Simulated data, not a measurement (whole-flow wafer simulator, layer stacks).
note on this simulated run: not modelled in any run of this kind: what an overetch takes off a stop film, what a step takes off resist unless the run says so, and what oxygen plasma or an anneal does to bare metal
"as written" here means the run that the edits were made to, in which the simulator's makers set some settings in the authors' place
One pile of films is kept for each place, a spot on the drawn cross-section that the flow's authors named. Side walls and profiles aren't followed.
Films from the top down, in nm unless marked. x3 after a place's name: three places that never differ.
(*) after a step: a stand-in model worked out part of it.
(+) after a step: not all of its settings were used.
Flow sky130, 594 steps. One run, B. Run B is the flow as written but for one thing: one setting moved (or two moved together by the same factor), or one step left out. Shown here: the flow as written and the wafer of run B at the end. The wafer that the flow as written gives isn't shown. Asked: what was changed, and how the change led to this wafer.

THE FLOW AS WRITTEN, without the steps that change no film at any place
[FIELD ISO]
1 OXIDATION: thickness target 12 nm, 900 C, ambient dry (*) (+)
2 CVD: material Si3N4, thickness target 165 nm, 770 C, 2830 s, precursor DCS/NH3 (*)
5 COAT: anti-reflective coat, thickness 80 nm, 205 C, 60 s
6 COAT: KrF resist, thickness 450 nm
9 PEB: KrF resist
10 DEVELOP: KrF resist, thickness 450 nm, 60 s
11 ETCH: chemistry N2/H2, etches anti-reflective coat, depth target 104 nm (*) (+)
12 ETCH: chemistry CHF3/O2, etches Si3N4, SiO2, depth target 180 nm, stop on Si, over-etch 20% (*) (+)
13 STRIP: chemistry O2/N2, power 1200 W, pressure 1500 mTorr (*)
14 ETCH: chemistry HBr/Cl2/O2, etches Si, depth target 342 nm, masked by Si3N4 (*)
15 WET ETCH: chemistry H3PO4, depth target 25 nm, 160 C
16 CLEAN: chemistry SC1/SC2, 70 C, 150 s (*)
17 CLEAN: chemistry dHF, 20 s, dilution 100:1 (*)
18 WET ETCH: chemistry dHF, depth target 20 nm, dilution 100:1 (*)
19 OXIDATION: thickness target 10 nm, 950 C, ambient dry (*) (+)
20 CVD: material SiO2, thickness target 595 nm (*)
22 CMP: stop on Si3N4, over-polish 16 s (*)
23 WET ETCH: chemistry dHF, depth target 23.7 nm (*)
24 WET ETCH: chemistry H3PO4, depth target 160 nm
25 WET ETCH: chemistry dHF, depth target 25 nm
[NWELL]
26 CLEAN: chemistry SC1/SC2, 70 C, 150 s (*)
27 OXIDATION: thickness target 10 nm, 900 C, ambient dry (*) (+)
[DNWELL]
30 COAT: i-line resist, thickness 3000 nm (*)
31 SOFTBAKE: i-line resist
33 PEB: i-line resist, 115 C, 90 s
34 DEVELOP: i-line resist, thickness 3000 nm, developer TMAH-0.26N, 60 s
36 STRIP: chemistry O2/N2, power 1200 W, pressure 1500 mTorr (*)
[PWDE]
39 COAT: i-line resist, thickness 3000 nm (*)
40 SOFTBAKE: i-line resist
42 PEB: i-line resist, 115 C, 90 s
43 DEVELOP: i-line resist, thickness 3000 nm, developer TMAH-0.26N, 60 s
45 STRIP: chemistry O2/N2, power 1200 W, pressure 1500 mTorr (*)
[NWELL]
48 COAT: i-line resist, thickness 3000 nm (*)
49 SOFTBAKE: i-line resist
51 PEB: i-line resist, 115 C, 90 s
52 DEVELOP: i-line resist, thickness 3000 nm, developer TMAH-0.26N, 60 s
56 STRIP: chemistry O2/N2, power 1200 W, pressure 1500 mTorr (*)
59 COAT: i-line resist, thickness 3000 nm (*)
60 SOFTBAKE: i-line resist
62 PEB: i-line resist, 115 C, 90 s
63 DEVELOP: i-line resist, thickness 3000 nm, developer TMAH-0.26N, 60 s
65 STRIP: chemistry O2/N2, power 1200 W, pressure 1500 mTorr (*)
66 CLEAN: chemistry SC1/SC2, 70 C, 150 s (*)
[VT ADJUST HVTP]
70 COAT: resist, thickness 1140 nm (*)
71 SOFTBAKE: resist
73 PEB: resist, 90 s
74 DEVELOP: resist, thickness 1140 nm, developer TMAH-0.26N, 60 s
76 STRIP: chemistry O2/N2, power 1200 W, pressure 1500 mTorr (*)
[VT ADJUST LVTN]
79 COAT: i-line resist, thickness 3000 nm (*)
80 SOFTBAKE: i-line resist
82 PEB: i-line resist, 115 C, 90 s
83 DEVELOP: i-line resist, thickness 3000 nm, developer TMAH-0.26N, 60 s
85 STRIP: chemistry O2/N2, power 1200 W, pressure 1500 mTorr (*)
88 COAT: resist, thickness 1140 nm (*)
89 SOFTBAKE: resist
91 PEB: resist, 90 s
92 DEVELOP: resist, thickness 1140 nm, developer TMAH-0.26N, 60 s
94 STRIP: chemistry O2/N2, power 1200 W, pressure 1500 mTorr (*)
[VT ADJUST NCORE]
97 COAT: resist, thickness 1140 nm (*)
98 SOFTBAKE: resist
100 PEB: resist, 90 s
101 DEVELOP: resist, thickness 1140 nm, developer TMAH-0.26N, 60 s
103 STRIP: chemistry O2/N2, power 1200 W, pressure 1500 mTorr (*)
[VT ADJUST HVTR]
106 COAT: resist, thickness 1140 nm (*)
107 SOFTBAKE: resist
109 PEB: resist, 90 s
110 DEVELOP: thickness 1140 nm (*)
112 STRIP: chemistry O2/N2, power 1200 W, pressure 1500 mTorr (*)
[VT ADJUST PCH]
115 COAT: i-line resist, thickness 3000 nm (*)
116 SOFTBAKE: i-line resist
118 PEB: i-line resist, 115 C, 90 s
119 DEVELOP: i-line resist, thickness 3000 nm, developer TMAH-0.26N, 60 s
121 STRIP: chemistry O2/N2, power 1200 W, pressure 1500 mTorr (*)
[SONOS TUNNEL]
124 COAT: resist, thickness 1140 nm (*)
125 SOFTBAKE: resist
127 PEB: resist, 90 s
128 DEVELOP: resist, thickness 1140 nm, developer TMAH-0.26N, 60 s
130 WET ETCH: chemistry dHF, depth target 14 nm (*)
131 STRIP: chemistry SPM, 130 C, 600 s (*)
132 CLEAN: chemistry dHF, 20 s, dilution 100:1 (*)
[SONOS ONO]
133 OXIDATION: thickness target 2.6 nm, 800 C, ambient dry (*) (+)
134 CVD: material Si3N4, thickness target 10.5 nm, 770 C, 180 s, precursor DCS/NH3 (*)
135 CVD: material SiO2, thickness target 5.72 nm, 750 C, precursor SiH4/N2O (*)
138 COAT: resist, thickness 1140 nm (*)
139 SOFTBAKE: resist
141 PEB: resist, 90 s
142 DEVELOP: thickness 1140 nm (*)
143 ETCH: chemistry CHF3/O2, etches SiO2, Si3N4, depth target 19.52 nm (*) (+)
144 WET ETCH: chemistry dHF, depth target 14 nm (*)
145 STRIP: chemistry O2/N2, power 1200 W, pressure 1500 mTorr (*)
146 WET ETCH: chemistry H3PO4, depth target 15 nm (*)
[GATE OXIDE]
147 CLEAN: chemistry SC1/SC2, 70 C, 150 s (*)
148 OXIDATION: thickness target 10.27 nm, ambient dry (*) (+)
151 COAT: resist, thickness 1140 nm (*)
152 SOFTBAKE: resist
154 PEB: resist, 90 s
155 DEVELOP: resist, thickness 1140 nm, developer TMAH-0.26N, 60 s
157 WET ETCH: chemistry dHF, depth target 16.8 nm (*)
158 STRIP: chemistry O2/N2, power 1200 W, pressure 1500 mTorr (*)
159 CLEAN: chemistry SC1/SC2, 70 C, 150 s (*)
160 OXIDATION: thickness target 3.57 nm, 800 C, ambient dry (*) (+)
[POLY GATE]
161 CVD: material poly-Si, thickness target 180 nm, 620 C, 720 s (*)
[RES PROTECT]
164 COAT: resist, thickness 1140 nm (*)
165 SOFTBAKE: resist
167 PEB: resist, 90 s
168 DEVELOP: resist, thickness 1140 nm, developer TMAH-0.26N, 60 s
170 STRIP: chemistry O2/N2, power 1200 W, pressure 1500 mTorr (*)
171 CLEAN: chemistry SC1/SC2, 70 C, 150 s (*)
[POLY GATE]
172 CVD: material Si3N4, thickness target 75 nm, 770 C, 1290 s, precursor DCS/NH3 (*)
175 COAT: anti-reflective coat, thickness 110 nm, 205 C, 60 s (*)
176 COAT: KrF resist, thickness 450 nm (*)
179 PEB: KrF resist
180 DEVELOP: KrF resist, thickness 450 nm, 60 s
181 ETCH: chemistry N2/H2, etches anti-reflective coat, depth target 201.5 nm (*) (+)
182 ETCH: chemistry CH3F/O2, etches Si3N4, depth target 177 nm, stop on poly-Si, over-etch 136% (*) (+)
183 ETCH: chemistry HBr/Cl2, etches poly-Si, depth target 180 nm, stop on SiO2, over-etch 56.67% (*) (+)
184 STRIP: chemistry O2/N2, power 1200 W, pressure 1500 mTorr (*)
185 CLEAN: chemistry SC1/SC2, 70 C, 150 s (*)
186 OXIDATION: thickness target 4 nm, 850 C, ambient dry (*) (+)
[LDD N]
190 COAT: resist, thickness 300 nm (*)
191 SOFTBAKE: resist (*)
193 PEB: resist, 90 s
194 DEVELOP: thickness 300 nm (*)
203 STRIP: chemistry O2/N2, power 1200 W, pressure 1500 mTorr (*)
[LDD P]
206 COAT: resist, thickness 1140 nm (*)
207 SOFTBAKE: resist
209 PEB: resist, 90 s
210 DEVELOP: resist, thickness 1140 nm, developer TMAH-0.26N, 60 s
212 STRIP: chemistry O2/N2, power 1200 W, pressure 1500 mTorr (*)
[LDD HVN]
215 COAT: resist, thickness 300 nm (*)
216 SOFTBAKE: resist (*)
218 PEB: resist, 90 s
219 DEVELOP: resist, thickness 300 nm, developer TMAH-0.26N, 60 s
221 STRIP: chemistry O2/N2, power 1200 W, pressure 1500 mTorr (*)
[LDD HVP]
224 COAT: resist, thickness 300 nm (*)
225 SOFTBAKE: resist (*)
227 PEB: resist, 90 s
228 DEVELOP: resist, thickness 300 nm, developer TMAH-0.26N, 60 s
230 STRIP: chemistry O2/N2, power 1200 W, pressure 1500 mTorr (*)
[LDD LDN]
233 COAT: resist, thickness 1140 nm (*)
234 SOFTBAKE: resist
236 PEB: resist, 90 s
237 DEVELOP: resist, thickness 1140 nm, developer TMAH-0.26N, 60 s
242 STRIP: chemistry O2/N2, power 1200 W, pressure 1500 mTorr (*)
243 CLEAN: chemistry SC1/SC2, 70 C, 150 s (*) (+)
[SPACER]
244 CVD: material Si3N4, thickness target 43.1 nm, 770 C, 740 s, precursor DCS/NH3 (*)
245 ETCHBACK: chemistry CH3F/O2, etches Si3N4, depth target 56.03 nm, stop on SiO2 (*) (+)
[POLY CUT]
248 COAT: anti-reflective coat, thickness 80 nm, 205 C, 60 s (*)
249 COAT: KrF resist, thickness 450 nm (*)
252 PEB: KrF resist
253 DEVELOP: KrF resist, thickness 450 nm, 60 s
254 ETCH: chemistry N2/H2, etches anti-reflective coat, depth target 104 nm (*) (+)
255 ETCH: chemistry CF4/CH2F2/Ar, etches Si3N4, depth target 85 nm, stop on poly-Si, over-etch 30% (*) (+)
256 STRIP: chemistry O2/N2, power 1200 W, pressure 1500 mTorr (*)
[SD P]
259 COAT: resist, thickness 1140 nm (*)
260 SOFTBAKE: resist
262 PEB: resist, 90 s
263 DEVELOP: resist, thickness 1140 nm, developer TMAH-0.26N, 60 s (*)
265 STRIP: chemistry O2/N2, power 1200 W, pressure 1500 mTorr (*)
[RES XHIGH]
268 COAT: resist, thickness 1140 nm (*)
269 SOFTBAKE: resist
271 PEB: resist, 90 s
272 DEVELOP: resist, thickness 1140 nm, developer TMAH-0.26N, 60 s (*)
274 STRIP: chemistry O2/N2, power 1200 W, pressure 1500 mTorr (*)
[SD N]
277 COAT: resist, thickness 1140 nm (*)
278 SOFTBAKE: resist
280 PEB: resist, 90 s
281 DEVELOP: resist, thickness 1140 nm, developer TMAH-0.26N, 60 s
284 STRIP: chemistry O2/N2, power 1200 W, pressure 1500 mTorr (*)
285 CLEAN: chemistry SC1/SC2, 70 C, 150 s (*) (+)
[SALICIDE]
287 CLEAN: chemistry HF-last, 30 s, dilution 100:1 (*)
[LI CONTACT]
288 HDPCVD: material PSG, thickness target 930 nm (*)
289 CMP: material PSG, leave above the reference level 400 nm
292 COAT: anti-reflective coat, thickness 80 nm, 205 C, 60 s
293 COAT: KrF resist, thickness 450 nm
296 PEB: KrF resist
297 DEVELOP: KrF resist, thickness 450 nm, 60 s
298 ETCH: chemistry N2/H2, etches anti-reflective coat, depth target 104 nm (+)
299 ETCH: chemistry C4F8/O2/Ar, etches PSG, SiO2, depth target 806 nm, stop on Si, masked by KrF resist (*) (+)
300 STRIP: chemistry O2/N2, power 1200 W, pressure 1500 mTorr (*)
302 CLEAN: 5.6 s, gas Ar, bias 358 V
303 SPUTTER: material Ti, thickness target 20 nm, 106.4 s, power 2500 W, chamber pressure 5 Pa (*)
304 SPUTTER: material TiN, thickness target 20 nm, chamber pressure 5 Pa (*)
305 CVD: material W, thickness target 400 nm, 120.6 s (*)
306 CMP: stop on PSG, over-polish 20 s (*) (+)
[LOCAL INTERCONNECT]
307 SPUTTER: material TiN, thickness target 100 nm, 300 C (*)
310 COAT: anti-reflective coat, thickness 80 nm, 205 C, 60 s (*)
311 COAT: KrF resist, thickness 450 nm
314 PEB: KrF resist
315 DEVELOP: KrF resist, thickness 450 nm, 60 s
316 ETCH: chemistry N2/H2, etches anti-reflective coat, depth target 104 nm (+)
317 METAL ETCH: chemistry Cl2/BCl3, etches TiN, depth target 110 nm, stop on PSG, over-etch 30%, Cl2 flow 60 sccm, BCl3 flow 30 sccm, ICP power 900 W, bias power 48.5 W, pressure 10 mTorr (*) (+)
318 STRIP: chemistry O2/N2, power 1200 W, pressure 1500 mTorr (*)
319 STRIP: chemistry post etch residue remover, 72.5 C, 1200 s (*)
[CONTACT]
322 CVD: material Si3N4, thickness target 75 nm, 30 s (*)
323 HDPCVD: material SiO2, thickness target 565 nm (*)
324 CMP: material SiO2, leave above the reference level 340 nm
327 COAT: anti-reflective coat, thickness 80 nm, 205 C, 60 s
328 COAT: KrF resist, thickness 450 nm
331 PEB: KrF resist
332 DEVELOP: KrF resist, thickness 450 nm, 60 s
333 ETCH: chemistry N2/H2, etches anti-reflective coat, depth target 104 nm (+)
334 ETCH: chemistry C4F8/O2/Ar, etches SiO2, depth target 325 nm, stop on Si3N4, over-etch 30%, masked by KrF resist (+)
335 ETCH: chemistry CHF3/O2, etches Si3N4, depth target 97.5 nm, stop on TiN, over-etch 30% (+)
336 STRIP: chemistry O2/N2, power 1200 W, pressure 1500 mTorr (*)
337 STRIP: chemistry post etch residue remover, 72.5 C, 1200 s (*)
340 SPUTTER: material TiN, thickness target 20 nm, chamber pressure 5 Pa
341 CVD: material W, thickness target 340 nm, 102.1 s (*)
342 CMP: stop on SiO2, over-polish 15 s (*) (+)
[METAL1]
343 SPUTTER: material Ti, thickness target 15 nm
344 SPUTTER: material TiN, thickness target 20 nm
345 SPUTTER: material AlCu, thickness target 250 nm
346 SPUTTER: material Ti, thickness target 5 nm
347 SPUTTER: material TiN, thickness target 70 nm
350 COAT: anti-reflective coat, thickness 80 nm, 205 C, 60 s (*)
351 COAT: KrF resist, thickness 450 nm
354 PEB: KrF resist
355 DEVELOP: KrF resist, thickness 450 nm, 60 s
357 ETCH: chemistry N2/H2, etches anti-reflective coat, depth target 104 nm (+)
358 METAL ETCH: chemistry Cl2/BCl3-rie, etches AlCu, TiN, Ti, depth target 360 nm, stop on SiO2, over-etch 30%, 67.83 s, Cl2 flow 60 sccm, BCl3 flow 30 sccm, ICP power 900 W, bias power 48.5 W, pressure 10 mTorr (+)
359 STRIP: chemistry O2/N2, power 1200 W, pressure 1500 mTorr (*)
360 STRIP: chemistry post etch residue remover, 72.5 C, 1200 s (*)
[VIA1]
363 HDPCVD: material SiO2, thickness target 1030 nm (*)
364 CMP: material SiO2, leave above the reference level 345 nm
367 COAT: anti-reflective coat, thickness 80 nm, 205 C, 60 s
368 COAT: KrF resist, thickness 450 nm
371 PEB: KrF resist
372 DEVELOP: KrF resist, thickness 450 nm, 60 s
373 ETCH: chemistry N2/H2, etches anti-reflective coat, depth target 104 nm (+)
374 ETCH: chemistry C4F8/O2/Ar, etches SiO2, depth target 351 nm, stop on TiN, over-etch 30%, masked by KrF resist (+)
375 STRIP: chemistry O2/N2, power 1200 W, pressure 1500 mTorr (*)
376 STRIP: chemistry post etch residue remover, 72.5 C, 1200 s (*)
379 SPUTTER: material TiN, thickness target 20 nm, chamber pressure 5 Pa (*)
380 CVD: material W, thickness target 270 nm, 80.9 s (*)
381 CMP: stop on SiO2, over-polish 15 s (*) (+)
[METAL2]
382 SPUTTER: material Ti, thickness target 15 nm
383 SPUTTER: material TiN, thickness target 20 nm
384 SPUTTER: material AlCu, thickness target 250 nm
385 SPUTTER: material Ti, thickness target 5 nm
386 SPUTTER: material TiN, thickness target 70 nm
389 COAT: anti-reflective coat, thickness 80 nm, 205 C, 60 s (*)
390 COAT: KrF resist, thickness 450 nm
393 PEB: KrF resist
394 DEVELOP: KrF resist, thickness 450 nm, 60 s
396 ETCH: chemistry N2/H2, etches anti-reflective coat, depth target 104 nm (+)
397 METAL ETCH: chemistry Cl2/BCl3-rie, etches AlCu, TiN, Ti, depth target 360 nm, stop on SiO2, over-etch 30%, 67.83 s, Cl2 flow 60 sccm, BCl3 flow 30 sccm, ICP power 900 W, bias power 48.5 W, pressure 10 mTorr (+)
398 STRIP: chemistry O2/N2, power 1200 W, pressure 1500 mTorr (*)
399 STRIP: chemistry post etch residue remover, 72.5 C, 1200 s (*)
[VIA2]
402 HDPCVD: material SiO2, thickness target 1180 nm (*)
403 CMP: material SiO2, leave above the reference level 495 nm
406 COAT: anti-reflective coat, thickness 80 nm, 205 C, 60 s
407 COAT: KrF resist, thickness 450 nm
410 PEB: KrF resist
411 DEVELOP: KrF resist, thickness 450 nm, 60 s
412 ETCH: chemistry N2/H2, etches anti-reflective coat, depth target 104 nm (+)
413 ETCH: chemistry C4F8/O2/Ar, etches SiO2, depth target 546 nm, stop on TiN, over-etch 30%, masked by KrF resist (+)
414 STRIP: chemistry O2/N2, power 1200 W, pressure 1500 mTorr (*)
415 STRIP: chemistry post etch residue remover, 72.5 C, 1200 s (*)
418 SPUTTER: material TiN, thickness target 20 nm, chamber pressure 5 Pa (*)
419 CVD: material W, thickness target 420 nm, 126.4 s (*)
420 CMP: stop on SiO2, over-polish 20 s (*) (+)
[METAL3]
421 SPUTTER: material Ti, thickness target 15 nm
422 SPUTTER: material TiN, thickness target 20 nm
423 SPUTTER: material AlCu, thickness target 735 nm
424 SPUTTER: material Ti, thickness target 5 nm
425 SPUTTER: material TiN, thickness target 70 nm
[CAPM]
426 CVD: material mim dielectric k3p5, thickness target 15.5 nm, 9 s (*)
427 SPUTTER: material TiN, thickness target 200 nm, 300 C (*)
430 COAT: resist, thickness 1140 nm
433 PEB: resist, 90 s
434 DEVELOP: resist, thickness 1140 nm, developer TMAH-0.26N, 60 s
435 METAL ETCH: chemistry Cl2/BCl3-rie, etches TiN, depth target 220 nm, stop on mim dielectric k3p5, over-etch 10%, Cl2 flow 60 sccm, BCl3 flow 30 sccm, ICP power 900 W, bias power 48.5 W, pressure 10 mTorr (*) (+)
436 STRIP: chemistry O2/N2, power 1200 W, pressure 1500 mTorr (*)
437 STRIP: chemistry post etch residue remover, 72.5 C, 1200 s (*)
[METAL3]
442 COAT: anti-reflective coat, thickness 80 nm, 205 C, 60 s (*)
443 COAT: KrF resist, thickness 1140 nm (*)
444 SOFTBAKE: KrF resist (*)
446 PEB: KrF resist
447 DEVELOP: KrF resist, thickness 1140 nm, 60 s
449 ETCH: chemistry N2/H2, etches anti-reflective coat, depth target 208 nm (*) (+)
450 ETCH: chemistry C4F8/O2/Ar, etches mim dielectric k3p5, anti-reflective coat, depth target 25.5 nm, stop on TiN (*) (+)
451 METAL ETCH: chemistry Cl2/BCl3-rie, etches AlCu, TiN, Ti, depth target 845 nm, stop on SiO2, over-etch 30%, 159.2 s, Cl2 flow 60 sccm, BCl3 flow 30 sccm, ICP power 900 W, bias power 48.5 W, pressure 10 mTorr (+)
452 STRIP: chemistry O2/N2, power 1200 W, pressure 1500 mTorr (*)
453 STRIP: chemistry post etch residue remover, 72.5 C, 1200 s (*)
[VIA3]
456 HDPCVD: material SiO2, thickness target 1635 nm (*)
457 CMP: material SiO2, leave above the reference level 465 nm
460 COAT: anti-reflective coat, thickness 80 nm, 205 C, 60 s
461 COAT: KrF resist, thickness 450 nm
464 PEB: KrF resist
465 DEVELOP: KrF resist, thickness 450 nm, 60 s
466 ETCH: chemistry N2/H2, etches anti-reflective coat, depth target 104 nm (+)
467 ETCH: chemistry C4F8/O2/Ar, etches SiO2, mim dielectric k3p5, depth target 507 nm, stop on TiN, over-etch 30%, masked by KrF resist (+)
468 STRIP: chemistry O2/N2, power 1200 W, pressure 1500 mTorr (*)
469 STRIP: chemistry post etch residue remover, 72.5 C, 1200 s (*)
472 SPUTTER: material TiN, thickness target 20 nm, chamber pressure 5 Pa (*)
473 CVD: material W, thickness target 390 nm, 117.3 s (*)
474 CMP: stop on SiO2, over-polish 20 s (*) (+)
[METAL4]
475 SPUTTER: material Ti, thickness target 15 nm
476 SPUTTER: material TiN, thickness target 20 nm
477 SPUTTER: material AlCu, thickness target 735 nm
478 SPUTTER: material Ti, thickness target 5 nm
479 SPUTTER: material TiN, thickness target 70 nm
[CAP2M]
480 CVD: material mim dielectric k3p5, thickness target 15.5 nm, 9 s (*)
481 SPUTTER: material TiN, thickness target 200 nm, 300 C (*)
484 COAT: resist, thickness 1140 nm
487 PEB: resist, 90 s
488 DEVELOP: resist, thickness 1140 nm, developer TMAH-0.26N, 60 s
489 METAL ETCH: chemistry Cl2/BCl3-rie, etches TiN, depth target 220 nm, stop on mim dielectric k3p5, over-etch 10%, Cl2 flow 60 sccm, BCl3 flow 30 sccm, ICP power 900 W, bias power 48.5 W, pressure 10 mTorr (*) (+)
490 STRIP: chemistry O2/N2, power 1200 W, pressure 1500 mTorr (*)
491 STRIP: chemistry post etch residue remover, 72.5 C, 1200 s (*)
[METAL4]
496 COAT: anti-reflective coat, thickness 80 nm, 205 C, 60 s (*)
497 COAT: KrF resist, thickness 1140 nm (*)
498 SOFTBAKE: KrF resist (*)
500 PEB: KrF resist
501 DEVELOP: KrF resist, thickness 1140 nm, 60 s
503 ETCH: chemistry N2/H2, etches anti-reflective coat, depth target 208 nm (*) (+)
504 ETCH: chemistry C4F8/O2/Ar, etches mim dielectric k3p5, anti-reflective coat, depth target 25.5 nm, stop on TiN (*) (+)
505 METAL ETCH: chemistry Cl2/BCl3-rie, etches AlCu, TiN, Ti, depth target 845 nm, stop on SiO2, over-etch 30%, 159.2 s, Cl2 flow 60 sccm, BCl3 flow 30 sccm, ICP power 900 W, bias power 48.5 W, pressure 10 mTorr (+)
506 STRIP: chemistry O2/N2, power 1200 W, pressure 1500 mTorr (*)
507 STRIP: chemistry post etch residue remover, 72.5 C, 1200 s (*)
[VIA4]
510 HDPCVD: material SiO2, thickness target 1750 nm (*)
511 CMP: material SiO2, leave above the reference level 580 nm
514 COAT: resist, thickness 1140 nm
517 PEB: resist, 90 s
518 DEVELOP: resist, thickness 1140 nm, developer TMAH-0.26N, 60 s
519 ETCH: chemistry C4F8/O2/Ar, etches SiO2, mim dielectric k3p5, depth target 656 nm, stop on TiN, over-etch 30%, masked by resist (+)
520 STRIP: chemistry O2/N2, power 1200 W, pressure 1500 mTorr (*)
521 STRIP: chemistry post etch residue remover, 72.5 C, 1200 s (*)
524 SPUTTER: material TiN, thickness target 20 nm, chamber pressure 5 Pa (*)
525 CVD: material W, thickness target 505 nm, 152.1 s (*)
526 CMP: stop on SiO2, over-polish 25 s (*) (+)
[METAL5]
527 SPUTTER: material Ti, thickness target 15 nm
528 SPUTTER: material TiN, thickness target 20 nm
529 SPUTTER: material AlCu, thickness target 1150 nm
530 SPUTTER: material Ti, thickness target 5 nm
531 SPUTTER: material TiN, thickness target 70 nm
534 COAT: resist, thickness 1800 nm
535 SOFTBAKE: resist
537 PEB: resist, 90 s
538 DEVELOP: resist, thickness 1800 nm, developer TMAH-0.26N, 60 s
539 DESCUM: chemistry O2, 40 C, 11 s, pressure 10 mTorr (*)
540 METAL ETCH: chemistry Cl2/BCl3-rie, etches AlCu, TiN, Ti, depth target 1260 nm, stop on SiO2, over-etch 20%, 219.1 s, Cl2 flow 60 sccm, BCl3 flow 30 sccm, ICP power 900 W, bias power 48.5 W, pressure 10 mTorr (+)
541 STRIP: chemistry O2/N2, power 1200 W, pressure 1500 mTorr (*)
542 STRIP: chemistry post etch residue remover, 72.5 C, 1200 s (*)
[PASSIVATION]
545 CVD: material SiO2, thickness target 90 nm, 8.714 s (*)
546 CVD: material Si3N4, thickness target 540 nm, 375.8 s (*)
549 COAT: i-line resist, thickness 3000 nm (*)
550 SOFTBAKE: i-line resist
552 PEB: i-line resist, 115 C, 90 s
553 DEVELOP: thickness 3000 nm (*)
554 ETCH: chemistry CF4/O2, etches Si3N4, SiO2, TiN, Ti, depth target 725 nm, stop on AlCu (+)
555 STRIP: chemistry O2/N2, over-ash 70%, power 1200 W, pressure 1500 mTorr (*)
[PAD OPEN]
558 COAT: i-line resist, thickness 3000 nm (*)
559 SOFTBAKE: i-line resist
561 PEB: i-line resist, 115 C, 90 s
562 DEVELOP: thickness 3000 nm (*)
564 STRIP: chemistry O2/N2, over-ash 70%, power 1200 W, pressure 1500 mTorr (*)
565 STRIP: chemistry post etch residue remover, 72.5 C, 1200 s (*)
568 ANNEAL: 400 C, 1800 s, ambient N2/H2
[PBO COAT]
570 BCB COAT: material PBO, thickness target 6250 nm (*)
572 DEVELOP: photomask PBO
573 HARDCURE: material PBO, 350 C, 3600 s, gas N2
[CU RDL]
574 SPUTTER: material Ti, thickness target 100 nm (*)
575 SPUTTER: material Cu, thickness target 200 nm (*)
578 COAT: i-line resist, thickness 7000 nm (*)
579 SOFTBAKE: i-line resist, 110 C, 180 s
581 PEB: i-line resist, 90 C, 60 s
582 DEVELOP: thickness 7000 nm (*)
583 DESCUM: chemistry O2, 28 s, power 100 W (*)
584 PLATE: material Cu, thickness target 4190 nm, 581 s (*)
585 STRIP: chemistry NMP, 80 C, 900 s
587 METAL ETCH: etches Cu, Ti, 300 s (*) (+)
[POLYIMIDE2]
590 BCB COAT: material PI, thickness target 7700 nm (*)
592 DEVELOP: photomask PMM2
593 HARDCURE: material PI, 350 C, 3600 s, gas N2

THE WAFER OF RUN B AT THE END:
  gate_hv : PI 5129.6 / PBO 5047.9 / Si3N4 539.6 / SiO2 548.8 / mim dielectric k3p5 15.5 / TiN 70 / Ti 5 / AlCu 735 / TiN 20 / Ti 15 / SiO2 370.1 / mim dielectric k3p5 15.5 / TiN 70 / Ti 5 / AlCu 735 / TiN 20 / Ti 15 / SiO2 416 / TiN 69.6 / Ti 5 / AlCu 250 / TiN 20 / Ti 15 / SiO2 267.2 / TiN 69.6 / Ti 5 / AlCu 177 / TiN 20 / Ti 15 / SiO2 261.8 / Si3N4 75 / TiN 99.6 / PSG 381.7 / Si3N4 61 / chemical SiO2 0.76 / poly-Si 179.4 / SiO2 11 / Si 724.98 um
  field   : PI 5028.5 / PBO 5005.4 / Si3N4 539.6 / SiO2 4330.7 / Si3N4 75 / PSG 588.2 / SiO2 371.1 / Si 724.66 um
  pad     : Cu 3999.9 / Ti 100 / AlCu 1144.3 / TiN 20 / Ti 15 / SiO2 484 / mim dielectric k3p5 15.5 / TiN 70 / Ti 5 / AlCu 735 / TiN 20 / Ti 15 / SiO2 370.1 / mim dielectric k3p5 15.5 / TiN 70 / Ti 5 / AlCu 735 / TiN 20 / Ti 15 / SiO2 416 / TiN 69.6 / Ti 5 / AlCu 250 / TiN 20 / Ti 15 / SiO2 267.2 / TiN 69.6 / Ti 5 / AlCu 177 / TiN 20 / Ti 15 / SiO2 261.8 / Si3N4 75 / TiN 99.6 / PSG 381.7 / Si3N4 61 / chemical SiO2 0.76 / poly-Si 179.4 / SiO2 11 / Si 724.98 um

The cause: step 345, SPUTTER: thickness target 177 nm was run, where the flow has thickness target 250 nm.
It can be read off the wafer: gate_hv has AlCu 177, and step 345 as written asks for 250 nm.

How the change led to this, step by step:
  345 SPUTTER: material AlCu, thickness target 250 nm
      field, active, n_well and 188 more: AlCu +177 (new film) (as written it would be: AlCu +250 (new film))
  358 METAL ETCH: chemistry Cl2/BCl3-rie, etches AlCu, TiN, Ti, depth target 360 nm, stop on SiO2, over-etch 30%, 67.83 s, Cl2 flow 60 sccm, BCl3 flow 30 sccm, ICP power 900 W, bias power 48.5 W, pressure 10 mTorr (+)
      field, active, gate and 81 more: TiN -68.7 (all of it), Ti -5 (all of it), AlCu -177 (all of it), TiN -20 (all of it), Ti -15 (all of it), SiO2 -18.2 (as written it would be: TiN -68.7 (all of it), Ti -5 (all of it), AlCu -250 (all of it), TiN -20 (all of it), Ti -15 (all of it), SiO2 -10.9)
  364 CMP: material SiO2, leave above the reference level 345 nm
      field, active, gate and 81 more: SiO2 -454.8 (as written it would be: SiO2 -389.1)
